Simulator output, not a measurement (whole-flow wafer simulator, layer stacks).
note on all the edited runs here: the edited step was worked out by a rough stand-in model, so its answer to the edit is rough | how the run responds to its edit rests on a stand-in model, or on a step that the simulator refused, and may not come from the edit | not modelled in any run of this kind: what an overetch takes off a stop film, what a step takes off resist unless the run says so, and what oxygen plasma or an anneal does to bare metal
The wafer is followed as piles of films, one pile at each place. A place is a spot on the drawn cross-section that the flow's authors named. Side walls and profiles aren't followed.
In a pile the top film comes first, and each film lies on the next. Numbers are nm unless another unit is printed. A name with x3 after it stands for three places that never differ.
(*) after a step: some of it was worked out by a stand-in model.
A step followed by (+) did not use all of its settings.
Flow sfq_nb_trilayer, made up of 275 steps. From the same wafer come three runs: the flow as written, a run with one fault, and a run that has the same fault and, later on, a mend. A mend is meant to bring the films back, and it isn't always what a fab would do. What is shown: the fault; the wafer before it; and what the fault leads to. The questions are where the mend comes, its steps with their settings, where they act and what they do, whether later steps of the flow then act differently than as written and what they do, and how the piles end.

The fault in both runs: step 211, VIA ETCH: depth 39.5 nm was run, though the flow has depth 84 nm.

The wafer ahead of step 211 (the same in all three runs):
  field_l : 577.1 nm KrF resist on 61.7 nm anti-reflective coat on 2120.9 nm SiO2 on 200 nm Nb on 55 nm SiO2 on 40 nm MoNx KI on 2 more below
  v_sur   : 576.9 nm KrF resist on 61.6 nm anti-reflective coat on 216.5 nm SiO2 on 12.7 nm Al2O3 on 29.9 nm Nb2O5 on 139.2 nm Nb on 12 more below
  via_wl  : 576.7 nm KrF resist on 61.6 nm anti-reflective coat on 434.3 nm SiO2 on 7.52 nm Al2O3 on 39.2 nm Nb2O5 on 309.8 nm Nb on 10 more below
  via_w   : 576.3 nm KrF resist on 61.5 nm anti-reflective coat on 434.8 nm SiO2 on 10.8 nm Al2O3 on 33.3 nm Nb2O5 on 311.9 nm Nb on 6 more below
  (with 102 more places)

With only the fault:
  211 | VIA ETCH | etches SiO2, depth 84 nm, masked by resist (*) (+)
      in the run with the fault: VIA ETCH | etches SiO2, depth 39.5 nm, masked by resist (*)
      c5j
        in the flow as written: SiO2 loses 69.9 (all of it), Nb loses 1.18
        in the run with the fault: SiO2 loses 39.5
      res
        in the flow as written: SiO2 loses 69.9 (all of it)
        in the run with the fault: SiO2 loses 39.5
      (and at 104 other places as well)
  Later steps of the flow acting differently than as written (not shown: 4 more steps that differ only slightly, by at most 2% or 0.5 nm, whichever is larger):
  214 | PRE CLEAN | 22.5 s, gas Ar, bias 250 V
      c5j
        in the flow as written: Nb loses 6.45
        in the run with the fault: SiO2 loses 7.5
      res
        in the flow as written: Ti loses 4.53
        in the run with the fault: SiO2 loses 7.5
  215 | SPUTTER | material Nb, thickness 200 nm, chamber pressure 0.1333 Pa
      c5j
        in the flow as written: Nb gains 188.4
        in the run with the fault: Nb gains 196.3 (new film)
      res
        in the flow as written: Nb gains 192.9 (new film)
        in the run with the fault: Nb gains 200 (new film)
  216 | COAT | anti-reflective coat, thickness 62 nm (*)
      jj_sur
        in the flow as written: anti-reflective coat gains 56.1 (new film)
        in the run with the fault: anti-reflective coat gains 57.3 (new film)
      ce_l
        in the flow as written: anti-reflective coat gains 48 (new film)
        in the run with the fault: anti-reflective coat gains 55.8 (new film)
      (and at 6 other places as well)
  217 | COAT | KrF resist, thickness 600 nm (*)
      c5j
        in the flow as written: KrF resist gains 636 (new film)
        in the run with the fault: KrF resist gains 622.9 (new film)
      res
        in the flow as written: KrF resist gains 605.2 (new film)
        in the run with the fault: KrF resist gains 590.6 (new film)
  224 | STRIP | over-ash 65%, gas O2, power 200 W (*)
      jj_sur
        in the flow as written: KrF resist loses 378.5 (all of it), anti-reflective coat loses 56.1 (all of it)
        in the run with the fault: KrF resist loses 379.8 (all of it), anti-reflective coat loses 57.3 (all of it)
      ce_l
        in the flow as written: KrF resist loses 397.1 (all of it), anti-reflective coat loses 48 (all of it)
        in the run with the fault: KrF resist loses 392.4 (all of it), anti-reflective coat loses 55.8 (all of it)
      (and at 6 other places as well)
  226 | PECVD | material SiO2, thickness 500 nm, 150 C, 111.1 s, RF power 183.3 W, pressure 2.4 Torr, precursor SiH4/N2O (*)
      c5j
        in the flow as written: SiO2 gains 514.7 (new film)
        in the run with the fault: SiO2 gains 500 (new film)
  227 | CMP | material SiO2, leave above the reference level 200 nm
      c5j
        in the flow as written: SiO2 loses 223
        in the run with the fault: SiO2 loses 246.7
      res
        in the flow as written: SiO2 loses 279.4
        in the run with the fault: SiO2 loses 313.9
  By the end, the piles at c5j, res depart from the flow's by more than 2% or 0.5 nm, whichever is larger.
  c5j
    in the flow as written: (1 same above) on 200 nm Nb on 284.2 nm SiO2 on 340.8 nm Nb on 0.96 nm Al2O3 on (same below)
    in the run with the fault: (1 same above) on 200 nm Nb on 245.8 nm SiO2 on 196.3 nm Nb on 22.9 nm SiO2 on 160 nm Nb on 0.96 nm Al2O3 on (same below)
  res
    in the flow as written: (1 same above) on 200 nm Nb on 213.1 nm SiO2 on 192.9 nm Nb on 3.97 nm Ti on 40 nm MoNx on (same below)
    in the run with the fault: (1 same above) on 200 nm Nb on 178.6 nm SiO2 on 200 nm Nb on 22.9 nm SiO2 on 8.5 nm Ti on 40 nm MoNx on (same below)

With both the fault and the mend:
  The mend follows step 211.
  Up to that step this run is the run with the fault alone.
  211a | VIA ETCH | etches SiO2, depth 44.5 nm, masked by resist (*) (+) (a further turn of the flow's step 211, with different settings)
      field_l, v_sur, via_wl and 101 more
        KrF resist loses 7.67
      c5j
        SiO2 loses 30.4 (all of it), Nb loses 1.18
      res
        SiO2 loses 30.4 (all of it)
  Later steps of the flow that are run all act as written at every place that is followed.
  By the end, the piles equal the flow's at every place that both follow.
